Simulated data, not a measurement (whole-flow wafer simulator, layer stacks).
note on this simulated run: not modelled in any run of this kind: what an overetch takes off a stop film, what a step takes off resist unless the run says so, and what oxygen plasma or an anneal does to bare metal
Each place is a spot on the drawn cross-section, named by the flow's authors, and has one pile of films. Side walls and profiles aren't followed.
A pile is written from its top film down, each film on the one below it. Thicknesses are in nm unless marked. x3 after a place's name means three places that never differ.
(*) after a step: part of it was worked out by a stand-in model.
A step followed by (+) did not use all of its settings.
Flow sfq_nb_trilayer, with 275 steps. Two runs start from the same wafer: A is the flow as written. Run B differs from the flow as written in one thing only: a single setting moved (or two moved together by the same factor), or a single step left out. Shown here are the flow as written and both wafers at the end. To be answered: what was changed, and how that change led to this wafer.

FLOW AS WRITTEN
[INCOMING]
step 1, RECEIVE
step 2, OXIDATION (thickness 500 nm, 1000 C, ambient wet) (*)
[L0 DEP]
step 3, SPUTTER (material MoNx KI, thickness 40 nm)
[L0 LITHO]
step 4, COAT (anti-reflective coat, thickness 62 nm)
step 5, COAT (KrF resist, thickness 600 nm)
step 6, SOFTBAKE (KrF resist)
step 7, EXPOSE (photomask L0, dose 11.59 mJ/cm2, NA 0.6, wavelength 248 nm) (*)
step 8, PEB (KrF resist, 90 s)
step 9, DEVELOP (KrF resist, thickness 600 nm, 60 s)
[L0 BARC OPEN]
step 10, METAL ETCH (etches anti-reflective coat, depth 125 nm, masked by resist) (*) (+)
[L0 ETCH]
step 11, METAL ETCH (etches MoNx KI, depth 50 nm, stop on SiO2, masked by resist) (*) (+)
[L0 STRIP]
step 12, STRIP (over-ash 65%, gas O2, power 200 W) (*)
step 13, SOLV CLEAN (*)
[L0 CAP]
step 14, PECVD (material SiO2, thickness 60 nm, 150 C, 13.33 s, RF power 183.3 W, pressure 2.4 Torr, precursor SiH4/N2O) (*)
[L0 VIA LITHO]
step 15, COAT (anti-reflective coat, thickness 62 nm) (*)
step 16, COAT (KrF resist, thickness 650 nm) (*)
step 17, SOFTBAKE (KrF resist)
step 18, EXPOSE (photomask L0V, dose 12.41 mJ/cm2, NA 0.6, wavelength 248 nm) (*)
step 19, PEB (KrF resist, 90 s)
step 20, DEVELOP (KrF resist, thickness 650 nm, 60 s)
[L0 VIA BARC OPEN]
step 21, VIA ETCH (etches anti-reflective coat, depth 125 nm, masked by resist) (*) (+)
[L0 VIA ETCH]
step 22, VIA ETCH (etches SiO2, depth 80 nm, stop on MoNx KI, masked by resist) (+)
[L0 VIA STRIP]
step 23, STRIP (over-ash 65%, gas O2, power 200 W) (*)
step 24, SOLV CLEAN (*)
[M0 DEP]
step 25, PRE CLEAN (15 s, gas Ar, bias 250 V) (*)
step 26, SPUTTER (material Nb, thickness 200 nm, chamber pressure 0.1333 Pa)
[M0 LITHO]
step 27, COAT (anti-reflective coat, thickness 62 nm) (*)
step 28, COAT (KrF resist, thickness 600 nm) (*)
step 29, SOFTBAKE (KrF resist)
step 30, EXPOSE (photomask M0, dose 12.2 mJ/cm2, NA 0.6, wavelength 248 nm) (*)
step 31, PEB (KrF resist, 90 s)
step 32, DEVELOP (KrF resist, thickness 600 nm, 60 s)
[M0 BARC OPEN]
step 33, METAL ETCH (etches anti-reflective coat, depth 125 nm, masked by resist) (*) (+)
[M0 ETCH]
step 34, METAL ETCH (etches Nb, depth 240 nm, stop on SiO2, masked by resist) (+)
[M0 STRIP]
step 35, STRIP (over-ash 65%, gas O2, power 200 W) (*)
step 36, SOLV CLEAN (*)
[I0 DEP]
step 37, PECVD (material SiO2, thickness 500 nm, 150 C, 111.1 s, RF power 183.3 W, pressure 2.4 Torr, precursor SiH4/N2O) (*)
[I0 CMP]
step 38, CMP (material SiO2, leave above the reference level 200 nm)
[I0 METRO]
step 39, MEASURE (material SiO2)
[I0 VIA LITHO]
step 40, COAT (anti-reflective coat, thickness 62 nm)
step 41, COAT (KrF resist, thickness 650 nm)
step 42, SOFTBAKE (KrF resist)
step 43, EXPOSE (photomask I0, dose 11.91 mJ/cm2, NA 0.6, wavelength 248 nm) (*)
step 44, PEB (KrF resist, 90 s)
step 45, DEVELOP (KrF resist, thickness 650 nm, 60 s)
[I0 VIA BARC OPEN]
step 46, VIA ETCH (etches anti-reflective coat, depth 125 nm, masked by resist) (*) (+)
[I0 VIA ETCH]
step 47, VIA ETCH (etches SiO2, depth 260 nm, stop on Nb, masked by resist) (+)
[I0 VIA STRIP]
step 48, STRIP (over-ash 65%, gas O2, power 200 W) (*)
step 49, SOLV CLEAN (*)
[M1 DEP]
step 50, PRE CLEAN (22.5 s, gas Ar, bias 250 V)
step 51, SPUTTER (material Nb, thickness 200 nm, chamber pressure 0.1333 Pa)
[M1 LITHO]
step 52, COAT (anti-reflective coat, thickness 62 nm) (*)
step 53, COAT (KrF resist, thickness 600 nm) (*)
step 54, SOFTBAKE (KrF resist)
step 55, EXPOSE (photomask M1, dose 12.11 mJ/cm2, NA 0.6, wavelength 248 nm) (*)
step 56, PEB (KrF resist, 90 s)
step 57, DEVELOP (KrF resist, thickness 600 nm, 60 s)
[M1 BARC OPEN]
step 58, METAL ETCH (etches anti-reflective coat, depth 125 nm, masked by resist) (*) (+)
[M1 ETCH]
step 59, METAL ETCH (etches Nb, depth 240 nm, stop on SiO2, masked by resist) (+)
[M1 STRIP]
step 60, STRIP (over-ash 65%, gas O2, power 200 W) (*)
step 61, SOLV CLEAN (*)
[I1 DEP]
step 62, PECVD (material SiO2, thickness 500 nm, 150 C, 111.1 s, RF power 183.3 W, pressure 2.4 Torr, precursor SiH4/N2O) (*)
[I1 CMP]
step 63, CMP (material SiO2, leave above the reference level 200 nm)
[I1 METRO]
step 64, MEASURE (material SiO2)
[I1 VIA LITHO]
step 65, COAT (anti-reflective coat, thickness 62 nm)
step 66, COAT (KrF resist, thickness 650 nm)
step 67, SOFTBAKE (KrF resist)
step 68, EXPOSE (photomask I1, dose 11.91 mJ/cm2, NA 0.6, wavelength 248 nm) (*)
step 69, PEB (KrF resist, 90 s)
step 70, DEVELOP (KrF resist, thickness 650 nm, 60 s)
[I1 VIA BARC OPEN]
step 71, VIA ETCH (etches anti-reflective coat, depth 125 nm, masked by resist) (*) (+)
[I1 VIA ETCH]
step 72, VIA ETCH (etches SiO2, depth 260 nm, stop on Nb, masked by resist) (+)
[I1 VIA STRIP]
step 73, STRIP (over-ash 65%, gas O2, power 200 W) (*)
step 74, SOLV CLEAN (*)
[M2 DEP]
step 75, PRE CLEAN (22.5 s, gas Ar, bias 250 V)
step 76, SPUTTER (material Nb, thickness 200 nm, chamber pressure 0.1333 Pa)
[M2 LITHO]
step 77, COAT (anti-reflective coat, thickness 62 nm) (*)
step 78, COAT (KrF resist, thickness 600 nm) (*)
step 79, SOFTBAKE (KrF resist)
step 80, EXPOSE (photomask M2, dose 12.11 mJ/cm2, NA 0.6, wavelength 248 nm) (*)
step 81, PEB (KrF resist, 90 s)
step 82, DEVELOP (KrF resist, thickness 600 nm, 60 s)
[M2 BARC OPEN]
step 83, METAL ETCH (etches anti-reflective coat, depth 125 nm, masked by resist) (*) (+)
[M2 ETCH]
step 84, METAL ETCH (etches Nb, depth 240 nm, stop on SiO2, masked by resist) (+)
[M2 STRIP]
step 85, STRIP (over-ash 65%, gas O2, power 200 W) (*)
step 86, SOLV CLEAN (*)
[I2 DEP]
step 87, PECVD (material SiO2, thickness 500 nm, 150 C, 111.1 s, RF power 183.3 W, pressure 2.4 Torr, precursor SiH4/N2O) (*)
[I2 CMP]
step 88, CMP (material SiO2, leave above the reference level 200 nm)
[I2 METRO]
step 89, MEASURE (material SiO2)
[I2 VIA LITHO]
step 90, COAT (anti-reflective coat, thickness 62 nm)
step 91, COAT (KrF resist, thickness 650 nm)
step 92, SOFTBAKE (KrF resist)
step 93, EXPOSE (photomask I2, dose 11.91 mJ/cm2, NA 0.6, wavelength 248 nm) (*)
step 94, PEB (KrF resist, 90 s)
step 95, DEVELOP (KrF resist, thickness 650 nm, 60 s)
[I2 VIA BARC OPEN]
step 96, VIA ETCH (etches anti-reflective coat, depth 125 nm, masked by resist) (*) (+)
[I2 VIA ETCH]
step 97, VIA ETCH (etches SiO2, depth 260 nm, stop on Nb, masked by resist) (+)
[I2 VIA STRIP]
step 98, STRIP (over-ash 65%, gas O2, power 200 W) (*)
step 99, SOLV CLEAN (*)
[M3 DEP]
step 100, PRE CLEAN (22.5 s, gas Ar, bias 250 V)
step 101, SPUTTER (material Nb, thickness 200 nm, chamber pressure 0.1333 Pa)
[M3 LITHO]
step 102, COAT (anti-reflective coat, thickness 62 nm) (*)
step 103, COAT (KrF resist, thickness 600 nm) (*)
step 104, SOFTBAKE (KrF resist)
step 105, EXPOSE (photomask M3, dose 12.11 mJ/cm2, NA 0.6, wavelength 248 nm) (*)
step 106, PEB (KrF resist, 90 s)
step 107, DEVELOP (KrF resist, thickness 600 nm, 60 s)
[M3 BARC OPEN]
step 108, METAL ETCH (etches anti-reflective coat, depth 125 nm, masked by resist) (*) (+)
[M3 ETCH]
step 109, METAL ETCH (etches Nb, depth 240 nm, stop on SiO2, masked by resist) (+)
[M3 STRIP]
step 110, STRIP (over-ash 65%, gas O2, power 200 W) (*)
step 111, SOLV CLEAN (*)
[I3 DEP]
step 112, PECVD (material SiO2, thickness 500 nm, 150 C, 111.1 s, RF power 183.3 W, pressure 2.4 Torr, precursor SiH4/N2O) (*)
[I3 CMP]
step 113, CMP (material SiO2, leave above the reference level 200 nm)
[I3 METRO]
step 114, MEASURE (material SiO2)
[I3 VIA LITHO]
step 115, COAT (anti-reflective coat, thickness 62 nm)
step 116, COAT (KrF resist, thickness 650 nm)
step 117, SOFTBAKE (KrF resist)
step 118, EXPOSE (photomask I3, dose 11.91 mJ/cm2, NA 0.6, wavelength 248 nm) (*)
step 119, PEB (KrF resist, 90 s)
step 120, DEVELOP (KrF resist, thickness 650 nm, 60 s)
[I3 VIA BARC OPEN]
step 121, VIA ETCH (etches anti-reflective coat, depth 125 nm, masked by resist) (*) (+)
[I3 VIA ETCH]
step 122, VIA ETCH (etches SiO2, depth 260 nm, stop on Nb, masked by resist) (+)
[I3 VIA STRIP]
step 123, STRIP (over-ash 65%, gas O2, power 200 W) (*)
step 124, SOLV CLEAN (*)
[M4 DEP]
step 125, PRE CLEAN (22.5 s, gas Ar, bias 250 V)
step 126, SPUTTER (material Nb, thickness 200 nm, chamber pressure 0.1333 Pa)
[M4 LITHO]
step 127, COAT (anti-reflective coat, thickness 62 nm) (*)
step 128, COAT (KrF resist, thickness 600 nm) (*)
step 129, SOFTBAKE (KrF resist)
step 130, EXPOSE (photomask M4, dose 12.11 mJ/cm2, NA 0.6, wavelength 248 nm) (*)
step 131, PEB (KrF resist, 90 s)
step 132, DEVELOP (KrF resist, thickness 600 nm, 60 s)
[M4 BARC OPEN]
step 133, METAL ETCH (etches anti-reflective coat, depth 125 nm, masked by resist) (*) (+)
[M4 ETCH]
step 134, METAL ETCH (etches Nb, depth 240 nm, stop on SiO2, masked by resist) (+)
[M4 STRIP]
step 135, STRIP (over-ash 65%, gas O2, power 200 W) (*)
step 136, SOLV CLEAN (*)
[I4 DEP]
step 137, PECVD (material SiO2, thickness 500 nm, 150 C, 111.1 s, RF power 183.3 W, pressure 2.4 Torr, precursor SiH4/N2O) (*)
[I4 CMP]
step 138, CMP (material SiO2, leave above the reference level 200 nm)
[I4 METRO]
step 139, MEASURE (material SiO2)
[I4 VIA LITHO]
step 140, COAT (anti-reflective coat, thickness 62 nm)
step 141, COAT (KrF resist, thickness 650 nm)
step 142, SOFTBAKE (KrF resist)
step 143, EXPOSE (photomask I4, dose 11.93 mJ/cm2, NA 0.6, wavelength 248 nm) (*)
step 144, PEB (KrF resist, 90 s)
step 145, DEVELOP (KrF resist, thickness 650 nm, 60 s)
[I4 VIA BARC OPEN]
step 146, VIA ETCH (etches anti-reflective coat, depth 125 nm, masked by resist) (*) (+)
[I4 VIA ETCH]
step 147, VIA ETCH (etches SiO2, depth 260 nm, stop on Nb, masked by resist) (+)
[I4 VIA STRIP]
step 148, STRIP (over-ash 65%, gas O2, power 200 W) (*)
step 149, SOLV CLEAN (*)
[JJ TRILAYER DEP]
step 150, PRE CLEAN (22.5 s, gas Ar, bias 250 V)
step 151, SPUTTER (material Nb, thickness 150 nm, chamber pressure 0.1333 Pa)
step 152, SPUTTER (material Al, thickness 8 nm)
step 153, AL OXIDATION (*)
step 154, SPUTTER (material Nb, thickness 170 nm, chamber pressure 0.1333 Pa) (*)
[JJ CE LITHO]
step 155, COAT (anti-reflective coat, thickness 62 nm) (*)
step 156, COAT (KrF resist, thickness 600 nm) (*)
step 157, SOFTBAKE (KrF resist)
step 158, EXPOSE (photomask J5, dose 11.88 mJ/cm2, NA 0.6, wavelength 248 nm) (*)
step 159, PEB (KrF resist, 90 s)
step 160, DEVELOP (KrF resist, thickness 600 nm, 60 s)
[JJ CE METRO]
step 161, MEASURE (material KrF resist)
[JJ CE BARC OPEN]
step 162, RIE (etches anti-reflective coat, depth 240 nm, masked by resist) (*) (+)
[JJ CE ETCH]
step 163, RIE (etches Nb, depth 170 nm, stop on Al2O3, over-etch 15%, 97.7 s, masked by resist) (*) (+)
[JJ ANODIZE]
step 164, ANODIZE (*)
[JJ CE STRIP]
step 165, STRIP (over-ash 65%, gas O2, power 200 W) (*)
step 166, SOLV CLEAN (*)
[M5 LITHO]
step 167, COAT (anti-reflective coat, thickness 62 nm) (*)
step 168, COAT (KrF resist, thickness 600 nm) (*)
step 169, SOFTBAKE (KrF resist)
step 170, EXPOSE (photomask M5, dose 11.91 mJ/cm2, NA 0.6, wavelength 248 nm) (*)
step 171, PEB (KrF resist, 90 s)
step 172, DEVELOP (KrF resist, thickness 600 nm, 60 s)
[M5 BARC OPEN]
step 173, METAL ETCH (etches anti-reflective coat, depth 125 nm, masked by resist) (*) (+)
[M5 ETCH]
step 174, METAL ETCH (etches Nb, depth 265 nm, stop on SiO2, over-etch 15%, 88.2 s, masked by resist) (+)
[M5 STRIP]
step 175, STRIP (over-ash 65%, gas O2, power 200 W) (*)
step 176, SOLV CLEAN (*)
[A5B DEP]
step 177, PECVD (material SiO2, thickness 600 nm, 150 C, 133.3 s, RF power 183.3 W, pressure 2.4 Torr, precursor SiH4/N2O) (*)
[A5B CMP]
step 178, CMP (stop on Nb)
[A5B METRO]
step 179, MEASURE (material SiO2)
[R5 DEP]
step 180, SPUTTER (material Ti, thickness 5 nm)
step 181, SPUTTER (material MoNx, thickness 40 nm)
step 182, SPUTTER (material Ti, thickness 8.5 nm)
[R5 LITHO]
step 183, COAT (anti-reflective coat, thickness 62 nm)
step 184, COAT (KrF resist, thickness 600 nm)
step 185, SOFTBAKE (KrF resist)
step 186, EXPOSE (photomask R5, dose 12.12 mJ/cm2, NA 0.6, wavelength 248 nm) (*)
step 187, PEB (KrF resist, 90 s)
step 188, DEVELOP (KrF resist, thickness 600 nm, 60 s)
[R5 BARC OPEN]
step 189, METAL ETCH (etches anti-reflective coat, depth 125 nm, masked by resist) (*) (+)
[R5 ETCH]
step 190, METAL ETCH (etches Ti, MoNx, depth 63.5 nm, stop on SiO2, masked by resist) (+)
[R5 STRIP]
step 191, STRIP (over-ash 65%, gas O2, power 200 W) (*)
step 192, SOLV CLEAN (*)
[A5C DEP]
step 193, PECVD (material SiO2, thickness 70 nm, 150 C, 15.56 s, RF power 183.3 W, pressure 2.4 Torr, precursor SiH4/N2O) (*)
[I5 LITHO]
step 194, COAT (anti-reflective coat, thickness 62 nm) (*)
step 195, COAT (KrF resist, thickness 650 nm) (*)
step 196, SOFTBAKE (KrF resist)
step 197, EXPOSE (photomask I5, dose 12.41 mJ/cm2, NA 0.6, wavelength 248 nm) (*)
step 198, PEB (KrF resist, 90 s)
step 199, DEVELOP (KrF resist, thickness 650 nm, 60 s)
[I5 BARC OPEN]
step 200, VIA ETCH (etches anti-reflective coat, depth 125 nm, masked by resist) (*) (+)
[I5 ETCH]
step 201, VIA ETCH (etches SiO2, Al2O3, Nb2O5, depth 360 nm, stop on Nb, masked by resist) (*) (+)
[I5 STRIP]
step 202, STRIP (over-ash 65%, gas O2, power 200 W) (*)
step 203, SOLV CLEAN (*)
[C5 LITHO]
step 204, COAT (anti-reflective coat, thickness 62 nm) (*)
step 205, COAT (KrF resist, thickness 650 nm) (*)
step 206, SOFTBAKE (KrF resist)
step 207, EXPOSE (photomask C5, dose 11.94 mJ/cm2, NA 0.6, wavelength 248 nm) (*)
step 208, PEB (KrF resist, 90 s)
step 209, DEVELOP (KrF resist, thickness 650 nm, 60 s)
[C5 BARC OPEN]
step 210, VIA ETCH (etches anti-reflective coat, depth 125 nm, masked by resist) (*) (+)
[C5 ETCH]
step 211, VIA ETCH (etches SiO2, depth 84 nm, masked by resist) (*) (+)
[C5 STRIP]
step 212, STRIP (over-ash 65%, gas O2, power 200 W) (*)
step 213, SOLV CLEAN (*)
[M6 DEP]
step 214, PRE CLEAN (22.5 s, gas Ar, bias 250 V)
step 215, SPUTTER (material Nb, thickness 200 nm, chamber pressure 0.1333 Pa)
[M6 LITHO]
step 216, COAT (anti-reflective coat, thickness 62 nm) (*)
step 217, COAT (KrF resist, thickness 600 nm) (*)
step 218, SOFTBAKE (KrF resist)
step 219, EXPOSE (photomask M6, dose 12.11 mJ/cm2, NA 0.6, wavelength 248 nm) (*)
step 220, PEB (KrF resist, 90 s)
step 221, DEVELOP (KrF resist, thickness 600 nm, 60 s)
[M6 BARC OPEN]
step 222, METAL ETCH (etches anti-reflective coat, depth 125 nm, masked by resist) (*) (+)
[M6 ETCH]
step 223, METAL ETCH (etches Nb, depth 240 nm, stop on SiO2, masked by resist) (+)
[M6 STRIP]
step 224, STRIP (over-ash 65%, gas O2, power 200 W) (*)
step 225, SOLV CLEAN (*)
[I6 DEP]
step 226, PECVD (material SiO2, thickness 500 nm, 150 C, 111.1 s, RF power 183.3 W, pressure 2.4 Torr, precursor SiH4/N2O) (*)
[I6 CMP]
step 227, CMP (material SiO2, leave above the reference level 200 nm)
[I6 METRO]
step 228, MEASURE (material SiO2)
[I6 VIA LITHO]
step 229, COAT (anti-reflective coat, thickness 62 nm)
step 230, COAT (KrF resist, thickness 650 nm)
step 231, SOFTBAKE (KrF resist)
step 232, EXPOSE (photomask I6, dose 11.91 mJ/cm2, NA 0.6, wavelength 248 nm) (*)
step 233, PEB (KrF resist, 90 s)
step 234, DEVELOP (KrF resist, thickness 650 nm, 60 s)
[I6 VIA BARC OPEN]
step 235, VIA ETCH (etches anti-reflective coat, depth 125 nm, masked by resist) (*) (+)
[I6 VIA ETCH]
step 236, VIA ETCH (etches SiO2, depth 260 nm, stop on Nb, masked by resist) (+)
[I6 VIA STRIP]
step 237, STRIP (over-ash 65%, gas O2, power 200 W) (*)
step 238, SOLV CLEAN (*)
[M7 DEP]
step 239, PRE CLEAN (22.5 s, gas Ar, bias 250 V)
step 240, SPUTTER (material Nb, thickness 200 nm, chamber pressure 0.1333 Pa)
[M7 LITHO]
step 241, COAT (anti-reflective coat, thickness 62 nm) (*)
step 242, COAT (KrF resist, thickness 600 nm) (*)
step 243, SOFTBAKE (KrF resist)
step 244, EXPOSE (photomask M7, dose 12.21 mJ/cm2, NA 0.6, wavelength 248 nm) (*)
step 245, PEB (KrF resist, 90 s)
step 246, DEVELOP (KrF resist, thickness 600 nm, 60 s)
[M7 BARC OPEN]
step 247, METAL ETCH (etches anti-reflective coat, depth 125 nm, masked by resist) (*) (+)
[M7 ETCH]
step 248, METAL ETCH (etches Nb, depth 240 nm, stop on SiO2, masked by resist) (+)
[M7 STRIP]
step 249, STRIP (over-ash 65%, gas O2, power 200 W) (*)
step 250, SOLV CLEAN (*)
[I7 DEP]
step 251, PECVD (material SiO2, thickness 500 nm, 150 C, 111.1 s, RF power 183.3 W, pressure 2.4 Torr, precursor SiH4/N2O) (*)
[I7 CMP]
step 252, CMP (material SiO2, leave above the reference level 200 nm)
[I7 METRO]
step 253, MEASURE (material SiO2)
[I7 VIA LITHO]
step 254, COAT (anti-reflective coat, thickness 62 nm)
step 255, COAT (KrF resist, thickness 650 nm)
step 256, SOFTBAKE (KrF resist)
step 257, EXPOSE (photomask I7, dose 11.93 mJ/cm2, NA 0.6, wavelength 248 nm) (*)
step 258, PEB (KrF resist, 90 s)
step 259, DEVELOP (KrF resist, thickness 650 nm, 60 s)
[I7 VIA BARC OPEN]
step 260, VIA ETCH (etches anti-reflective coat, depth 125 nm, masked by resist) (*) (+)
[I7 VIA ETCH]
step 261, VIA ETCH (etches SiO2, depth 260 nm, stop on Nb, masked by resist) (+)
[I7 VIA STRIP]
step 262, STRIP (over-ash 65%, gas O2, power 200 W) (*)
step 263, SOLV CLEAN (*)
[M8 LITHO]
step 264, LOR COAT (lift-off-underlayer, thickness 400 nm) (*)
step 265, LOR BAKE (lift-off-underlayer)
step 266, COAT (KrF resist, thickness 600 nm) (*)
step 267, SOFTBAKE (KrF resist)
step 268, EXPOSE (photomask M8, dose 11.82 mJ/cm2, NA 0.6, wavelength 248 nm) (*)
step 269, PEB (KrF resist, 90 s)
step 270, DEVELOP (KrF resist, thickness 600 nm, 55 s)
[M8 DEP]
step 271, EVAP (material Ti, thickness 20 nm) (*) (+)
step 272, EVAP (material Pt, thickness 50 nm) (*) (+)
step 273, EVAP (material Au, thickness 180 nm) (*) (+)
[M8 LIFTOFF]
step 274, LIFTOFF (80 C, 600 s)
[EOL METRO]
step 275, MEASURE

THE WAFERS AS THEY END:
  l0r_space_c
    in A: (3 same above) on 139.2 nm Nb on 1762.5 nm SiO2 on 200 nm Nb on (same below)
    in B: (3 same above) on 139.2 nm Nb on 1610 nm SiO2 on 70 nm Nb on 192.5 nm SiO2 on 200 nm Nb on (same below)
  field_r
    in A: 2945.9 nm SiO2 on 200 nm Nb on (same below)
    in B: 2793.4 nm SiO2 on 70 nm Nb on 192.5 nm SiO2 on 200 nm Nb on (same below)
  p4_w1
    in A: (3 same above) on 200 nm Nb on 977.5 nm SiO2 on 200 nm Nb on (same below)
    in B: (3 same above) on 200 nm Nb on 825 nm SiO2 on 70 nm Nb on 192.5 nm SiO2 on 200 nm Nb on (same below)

What caused this: step 51, SPUTTER: thickness 310 nm was run, though the flow has thickness 200 nm.

The path from the change to this, step by step:
  step 51, SPUTTER (material Nb, thickness 200 nm, chamber pressure 0.1333 Pa)
      field_l, v_sur, via_wl and 102 more: A +200 Nb (new film) | B +310 Nb (new film)
      via_w: A +174.5 Nb | B +272.3 Nb
  step 52, COAT (anti-reflective coat, thickness 62 nm) (*)
      via_wr: A +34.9 anti-reflective coat (new film) | B +34.1 anti-reflective coat (new film)
  step 59, METAL ETCH (etches Nb, depth 240 nm, stop on SiO2, masked by resist) (+)
      field_l, be, be_sur and 79 more: A -200 Nb (all of it) | B -240 Nb
  step 60, STRIP (over-ash 65%, gas O2, power 200 W) (*)
      via_wr: A -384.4 KrF resist (all of it), -34.9 anti-reflective coat (all of it) | B -384 KrF resist (all of it), -34.1 anti-reflective coat (all of it)
  step 62, PECVD (material SiO2, thickness 500 nm, 150 C, 111.1 s, RF power 183.3 W, pressure 2.4 Torr, precursor SiH4/N2O) (*)
      field_l, be, be_sur and 72 more: A +500 SiO2 | B +500 SiO2 (new film)
      lsp_m, ln_m6, lsp_r, l0_sur, l0v: A +494.9 SiO2 | B +493.9 SiO2 (new film)
      (as well as at 3 more places)
  step 63, CMP (material SiO2, leave above the reference level 200 nm)
      field_l, be, be_sur and 72 more: A -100 SiO2 | B -60 SiO2
      lsp_m, ln_m6, lsp_r, l0_sur, l0v: A -94.9 SiO2 | B -53.9 SiO2
      (as well as at 1 more place)
With metal films that touch counted as one body, l0r_space_c has 3 bodies (between them, from the top down: SiO2 1610; SiO2 192.5); the flow as written gives 2 bodies (between them, from the top down: SiO2 1762.5).
With metal films that touch counted as one body, field_r has 2 bodies (between them, from the top down: SiO2 192.5); the flow as written gives 1 body.
With metal films that touch counted as one body, p4_w1 has 4 bodies (between them, from the top down: SiO2 192.5; SiO2 825; SiO2 192.5); the flow as written gives 3 bodies (between them, from the top down: SiO2 192.5; SiO2 977.5).
